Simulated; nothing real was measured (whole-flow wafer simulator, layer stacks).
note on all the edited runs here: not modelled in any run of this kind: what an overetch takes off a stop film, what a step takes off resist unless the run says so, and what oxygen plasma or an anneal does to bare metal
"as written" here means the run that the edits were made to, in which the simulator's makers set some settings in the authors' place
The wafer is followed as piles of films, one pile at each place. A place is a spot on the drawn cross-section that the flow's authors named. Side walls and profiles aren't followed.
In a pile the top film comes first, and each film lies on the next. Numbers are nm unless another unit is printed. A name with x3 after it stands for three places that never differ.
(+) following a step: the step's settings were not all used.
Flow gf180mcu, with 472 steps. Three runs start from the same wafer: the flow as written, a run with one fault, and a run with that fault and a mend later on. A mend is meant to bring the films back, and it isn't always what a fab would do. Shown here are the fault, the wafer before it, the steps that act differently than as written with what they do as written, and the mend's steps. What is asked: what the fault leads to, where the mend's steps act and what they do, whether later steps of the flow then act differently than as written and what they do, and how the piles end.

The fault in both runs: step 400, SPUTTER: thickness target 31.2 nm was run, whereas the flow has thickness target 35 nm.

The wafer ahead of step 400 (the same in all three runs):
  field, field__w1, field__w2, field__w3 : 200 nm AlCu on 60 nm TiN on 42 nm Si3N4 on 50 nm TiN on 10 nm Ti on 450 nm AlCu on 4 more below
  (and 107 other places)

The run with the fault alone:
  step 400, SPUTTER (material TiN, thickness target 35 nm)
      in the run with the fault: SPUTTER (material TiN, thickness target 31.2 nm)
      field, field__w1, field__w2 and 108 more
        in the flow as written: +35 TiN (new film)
        in the run with the fault: +31.2 TiN (new film)
  Steps further on in the flow that do not act as written (10 other steps are not shown; they differ only slightly, by no more than 2% or 0.5 nm, whichever is larger):
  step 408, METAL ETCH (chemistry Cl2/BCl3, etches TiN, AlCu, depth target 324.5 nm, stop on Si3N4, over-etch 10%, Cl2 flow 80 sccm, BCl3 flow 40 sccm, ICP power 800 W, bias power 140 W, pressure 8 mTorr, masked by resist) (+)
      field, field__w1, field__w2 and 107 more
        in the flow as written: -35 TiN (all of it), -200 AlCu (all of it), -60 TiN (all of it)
        in the run with the fault: -31.2 TiN (all of it), -200 AlCu (all of it), -60 TiN (all of it)
  By the end, the piles at mim depart from the flow's by more than 2% or 0.5 nm, whichever is larger.
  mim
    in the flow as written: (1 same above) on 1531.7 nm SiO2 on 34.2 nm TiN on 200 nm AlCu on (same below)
    in the run with the fault: (1 same above) on 1531.7 nm SiO2 on 30.4 nm TiN on 200 nm AlCu on (same below)

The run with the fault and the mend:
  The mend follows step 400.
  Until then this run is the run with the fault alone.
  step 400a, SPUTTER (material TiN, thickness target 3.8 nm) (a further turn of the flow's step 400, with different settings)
      field, field__w1, field__w2 and 108 more
        +3.8 TiN
  Later steps of the flow that are run all act as written at every place that is followed.
  The piles end the same as the flow's at every place that both follow.
